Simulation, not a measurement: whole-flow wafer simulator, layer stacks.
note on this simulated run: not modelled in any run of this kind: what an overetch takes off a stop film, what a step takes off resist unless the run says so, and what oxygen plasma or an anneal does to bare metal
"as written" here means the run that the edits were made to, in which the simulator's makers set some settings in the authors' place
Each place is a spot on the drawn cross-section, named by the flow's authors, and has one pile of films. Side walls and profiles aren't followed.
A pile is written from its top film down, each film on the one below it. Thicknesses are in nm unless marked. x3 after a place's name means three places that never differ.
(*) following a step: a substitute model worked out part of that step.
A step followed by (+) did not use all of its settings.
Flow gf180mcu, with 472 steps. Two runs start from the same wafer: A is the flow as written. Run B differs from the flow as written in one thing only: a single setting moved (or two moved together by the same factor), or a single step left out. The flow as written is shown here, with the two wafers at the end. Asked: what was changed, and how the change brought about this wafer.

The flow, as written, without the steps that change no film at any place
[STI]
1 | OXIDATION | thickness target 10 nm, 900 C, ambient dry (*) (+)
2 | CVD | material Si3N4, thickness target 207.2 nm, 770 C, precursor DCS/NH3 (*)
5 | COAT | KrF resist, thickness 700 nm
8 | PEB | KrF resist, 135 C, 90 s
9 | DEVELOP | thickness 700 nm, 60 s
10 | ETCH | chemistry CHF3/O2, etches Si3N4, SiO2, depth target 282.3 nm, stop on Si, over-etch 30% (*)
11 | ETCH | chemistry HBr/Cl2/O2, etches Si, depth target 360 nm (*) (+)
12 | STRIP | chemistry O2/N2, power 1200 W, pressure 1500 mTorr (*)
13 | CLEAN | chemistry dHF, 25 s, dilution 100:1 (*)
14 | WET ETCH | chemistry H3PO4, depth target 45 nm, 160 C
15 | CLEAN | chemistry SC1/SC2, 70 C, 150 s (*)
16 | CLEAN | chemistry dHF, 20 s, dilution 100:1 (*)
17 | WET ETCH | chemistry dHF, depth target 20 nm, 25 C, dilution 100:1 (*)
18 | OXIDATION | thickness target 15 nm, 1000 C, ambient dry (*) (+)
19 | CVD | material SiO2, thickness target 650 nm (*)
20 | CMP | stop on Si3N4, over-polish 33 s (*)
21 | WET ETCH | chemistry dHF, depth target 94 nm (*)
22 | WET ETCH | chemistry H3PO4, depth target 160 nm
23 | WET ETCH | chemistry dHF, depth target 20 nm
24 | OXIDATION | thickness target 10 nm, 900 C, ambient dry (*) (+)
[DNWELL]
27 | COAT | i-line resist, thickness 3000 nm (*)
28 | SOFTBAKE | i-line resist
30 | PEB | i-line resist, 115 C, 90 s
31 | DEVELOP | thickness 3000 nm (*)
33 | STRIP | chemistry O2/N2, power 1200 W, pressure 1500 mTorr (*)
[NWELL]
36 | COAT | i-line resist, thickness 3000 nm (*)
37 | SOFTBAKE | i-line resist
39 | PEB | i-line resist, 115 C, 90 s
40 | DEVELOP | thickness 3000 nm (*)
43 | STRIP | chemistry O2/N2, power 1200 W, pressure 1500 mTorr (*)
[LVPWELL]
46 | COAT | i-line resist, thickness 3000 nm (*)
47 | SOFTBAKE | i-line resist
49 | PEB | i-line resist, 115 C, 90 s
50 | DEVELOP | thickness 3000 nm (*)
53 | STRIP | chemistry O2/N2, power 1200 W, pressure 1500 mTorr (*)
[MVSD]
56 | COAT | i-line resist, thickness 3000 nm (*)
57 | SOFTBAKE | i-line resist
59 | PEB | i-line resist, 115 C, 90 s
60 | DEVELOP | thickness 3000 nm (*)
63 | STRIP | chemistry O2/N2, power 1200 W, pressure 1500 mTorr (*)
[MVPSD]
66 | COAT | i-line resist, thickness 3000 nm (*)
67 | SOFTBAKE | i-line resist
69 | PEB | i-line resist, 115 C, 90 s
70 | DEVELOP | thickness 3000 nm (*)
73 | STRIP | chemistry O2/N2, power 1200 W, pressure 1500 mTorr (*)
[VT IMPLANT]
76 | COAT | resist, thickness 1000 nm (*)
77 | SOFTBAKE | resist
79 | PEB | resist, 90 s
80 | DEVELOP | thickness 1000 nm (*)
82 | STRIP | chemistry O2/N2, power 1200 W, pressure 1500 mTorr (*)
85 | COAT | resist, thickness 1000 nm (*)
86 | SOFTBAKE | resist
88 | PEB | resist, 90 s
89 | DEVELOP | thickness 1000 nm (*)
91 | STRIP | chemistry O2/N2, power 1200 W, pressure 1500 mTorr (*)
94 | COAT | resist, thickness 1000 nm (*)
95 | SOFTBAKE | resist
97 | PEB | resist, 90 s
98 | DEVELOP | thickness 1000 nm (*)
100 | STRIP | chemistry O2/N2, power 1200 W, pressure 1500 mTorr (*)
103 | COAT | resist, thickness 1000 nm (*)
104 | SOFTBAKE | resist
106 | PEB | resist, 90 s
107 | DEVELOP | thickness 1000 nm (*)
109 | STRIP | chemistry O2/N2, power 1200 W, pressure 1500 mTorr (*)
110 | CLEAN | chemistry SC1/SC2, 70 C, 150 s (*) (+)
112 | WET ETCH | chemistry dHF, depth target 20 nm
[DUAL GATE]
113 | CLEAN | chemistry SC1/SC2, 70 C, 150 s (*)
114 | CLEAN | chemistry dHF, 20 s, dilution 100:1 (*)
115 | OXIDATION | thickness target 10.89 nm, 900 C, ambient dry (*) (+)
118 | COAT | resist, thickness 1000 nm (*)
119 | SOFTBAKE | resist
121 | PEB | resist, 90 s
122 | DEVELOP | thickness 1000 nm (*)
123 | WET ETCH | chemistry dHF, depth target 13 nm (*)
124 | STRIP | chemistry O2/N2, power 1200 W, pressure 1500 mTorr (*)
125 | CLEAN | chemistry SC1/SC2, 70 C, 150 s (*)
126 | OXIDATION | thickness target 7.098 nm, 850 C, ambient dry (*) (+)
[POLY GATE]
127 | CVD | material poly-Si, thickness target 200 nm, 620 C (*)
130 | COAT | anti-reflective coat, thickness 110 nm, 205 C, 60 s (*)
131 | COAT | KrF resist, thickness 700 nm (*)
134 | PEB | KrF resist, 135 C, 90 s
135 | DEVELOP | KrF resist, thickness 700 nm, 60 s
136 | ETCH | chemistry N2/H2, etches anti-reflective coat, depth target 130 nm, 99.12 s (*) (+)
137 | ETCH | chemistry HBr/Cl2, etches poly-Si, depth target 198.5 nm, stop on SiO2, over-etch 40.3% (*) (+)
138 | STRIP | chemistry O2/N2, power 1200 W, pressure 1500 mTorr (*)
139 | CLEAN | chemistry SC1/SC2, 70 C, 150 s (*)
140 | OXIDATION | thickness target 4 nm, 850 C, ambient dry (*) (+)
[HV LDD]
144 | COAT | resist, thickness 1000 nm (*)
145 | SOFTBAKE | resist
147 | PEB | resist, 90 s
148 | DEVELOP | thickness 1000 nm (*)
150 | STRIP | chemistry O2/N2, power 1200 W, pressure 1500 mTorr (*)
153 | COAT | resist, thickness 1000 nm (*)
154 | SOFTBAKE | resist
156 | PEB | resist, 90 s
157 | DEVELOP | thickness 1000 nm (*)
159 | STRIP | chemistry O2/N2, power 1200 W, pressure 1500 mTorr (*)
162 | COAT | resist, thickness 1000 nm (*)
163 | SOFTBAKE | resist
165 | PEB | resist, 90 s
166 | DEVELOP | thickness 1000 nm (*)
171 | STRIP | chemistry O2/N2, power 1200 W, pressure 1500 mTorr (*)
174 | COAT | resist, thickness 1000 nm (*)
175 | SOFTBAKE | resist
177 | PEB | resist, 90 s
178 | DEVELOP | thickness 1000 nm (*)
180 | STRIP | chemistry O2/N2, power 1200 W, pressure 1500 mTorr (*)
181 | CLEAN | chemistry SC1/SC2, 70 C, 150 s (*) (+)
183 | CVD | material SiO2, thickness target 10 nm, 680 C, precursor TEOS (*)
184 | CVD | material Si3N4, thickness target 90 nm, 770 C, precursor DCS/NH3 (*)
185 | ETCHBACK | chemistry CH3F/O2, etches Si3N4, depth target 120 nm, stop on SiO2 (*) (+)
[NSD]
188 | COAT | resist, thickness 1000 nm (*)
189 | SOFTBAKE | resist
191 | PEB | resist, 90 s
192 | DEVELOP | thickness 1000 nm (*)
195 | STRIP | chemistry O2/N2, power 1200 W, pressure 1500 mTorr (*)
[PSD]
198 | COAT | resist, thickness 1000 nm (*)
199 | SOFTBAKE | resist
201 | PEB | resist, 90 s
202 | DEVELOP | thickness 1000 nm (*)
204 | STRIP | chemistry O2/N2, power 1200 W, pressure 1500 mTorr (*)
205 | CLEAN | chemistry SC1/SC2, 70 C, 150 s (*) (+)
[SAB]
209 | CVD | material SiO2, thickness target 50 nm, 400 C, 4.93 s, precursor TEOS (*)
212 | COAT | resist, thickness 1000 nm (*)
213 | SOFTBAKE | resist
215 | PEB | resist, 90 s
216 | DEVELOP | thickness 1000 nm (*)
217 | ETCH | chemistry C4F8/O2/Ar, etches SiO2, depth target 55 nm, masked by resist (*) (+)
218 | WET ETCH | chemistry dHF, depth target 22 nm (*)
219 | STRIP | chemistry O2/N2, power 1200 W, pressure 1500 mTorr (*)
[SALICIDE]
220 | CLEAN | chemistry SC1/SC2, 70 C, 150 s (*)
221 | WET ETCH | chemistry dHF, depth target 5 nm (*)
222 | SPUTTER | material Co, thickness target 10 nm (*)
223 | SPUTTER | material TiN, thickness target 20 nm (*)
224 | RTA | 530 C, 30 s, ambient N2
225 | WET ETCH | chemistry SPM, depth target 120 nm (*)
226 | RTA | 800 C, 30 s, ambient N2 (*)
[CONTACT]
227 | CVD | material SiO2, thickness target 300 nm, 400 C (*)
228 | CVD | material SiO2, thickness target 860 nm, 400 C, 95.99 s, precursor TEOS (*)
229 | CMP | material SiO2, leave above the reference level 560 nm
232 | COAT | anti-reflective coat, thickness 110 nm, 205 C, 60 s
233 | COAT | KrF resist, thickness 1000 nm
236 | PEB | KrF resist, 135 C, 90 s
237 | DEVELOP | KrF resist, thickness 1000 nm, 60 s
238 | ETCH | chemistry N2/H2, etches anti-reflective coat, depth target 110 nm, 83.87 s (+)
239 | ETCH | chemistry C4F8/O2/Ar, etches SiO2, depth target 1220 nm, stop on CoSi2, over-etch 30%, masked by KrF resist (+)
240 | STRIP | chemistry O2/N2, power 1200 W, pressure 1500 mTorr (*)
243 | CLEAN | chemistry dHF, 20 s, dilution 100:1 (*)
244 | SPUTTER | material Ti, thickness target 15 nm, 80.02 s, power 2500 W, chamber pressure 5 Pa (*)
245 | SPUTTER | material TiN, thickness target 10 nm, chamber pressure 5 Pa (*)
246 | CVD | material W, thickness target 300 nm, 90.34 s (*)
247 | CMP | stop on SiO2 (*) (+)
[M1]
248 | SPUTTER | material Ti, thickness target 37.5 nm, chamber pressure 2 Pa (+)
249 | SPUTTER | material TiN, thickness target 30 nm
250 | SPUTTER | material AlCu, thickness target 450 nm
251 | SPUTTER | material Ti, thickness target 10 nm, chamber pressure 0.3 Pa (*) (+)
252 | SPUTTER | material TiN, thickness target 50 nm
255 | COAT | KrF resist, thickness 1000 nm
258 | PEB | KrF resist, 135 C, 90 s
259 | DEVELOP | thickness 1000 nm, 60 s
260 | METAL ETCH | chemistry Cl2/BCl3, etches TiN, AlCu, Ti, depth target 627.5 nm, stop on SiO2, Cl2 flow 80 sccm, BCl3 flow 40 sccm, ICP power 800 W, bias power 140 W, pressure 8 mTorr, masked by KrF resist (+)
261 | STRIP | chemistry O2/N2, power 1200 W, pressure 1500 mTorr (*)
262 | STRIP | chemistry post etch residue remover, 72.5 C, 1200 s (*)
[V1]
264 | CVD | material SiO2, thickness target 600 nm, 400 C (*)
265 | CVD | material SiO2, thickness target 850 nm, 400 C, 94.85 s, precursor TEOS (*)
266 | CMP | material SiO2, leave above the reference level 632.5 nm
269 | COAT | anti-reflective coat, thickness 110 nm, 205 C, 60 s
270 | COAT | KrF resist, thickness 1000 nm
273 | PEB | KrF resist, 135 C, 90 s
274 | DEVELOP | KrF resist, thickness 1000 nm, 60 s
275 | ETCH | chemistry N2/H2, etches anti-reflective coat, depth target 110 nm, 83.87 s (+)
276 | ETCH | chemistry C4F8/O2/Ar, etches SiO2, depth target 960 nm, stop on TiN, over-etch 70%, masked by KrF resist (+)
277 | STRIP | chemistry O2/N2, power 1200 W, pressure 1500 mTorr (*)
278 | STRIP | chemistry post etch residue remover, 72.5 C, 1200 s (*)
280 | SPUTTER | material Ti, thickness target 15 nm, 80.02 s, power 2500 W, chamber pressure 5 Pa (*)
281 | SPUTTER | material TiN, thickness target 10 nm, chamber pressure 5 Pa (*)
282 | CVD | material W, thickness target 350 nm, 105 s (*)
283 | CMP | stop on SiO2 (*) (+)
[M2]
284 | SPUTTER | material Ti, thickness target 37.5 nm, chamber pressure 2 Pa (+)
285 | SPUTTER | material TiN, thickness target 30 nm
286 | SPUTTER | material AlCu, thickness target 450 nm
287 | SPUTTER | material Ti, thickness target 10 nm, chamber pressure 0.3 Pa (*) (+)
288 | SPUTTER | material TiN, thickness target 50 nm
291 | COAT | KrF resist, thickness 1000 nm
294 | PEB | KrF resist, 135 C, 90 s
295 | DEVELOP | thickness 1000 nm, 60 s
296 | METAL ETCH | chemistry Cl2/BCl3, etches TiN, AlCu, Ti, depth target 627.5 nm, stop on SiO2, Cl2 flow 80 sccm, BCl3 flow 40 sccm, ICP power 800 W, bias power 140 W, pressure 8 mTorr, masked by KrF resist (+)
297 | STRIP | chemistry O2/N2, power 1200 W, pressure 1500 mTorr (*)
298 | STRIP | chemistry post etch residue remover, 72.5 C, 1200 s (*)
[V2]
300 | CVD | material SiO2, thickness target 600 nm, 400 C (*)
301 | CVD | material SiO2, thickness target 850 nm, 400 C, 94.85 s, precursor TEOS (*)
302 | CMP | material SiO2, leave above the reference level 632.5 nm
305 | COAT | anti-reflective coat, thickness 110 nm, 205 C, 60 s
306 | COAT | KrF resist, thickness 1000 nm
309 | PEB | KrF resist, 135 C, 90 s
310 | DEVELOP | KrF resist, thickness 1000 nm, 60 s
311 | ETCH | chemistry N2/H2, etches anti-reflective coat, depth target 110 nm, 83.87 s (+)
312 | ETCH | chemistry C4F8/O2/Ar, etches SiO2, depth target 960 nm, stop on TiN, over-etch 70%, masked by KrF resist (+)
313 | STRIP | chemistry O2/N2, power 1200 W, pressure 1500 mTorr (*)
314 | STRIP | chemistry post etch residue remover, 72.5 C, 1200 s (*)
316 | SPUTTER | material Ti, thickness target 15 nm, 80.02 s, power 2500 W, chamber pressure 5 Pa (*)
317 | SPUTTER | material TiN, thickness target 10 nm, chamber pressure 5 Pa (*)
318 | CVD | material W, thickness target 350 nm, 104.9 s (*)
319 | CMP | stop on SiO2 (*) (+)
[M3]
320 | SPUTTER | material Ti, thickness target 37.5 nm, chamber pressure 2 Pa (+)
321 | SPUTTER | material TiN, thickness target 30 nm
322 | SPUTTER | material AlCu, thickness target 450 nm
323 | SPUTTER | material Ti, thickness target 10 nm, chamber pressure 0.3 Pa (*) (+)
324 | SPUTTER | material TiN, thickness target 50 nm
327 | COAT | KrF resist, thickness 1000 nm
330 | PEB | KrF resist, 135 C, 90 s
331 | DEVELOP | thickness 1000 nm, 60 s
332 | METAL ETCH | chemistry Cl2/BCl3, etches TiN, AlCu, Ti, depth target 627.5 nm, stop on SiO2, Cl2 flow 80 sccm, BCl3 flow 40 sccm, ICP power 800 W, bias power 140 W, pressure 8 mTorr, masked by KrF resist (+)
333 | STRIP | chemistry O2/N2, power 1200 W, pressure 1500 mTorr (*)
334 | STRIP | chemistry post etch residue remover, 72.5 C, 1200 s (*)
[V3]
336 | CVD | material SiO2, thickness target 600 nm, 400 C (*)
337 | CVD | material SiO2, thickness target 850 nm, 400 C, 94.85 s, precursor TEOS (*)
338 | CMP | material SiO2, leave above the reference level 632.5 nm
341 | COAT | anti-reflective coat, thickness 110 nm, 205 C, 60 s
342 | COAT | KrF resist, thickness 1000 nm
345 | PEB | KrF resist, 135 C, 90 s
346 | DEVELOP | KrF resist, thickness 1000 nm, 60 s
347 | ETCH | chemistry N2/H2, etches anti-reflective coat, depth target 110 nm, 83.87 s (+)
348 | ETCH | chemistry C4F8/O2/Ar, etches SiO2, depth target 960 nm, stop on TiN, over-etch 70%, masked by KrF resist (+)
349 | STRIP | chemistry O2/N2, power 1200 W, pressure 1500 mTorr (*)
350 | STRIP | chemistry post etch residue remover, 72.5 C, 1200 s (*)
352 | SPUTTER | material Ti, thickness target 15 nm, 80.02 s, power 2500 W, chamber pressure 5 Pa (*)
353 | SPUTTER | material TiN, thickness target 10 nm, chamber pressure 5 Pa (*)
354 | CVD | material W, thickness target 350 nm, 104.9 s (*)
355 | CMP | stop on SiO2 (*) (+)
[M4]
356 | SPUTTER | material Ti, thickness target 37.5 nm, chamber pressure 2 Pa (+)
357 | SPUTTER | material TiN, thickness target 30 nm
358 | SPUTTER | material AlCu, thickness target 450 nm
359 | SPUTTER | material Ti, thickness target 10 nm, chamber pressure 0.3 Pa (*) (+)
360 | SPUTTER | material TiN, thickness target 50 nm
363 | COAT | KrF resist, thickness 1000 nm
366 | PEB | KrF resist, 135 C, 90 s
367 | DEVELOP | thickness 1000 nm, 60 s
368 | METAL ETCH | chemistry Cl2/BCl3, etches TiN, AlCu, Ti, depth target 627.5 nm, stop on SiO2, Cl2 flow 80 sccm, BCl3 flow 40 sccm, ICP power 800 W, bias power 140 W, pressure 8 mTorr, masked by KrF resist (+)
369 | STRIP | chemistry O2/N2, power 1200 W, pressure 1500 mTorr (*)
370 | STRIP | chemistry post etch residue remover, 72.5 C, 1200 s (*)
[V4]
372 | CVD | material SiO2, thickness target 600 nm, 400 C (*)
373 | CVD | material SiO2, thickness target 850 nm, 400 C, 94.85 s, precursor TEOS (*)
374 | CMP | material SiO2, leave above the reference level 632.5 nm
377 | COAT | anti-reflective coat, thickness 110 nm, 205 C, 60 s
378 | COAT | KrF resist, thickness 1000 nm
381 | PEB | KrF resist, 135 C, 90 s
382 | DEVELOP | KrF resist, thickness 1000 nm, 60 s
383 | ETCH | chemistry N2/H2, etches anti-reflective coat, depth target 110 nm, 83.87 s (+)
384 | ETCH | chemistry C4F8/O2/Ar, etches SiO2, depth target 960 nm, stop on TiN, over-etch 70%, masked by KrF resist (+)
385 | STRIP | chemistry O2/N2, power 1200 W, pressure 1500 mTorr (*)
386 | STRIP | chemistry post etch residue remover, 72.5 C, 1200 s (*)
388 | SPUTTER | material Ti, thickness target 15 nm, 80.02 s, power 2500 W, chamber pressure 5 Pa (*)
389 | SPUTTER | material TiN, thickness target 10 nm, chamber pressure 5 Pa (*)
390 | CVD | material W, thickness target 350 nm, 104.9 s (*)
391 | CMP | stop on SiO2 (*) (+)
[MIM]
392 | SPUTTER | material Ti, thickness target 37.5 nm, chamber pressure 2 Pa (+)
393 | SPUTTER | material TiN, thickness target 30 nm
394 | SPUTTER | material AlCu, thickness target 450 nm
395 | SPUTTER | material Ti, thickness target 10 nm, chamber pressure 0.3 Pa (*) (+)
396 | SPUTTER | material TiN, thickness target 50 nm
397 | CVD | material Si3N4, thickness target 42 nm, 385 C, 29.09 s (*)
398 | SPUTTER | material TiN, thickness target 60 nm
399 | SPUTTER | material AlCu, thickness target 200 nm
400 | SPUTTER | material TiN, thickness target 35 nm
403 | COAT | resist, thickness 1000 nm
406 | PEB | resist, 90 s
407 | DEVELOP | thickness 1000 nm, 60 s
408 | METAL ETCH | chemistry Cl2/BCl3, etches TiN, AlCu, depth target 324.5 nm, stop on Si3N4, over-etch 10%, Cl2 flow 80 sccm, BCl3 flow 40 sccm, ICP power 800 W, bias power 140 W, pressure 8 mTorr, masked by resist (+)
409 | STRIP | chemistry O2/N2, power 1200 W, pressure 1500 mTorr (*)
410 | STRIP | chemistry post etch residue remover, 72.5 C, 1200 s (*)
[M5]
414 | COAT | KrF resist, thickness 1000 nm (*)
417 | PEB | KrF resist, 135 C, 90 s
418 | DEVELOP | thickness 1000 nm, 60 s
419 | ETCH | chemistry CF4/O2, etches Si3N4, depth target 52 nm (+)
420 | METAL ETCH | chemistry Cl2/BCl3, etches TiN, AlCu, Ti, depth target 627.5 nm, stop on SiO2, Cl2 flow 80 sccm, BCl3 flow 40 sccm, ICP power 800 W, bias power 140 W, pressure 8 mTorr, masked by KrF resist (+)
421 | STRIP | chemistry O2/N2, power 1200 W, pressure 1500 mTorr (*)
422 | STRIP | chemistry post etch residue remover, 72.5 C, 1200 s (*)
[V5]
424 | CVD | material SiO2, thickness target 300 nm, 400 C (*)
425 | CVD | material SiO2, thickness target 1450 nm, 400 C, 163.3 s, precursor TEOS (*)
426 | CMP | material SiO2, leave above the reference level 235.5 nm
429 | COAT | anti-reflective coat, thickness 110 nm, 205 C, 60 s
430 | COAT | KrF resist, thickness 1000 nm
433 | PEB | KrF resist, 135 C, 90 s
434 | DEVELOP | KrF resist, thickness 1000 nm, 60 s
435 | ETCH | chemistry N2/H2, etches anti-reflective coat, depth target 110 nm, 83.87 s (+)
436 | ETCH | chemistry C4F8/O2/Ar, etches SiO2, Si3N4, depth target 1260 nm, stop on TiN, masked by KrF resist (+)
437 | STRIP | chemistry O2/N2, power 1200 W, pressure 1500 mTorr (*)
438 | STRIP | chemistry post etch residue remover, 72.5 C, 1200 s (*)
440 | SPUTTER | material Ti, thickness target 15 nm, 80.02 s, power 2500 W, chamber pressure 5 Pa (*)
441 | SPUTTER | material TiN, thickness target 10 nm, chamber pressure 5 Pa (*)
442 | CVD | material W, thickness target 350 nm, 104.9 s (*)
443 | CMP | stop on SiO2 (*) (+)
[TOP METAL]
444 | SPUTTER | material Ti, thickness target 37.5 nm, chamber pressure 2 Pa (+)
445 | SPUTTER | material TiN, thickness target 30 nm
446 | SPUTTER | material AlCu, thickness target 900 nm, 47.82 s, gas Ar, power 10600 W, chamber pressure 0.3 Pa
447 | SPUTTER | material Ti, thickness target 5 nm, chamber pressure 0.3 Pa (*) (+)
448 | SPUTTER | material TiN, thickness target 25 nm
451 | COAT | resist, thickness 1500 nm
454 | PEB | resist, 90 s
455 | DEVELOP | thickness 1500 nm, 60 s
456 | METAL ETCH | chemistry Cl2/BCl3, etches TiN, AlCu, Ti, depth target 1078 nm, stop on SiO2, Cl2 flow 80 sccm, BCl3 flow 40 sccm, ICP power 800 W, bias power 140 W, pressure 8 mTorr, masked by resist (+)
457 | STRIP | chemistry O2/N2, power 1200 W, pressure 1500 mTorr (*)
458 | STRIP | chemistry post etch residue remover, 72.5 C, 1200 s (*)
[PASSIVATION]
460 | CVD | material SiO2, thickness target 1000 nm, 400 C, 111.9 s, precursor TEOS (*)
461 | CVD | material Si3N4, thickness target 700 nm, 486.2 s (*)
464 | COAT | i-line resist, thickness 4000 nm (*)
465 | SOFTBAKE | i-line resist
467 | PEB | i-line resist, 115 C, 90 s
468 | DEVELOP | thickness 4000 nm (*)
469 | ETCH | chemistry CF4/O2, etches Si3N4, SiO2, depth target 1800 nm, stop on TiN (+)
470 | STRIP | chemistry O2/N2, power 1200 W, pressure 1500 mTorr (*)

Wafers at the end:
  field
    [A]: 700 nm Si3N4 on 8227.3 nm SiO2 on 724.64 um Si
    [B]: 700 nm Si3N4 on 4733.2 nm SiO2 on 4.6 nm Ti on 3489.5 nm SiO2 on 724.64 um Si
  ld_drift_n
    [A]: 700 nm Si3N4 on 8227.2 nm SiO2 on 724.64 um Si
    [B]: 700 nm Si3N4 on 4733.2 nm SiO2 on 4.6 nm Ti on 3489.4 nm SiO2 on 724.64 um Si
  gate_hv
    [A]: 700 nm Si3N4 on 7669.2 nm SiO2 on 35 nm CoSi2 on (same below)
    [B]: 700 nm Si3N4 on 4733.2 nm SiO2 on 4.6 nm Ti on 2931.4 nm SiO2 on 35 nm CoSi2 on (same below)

The reason: step 332, METAL ETCH: depth target 572.9 nm was run, though the flow has depth target 627.5 nm.

How this came from the change, step by step:
  332 | METAL ETCH | chemistry Cl2/BCl3, etches TiN, AlCu, Ti, depth target 627.5 nm, stop on SiO2, Cl2 flow 80 sccm, BCl3 flow 40 sccm, ICP power 800 W, bias power 140 W, pressure 8 mTorr, masked by KrF resist (+)
      field, field__w1, field__w2 and 103 more: A -50 TiN (all of it), -10 Ti (all of it), -450 AlCu (all of it), -30 TiN (all of it), -37.5 Ti (all of it) | B -50 TiN (all of it), -10 Ti (all of it), -450 AlCu (all of it), -30 TiN (all of it), -32.9 Ti
      field__w8, contact, m1, m1__w1, m1_nw: A -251 KrF resist | B -229.2 KrF resist
  333 | STRIP | chemistry O2/N2, power 1200 W, pressure 1500 mTorr (*)
      field__w8, contact, m1, m1__w1, m1_nw: A -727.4 KrF resist (all of it) | B -749.2 KrF resist (all of it)
  336 | CVD | material SiO2, thickness target 600 nm, 400 C (*)
      field, field__w1, field__w2 and 103 more: A +600 SiO2 | B +600 SiO2 (new film)
With metal films that touch counted as one body, field has 1 body; the flow as written gives 0 bodies.
With metal films that touch counted as one body, ld_drift_n has 1 body; the flow as written gives 0 bodies.
With metal films that touch counted as one body, gate_hv has 2 bodies (between them, from the top down: SiO2 2931.4); the flow as written gives 1 body.
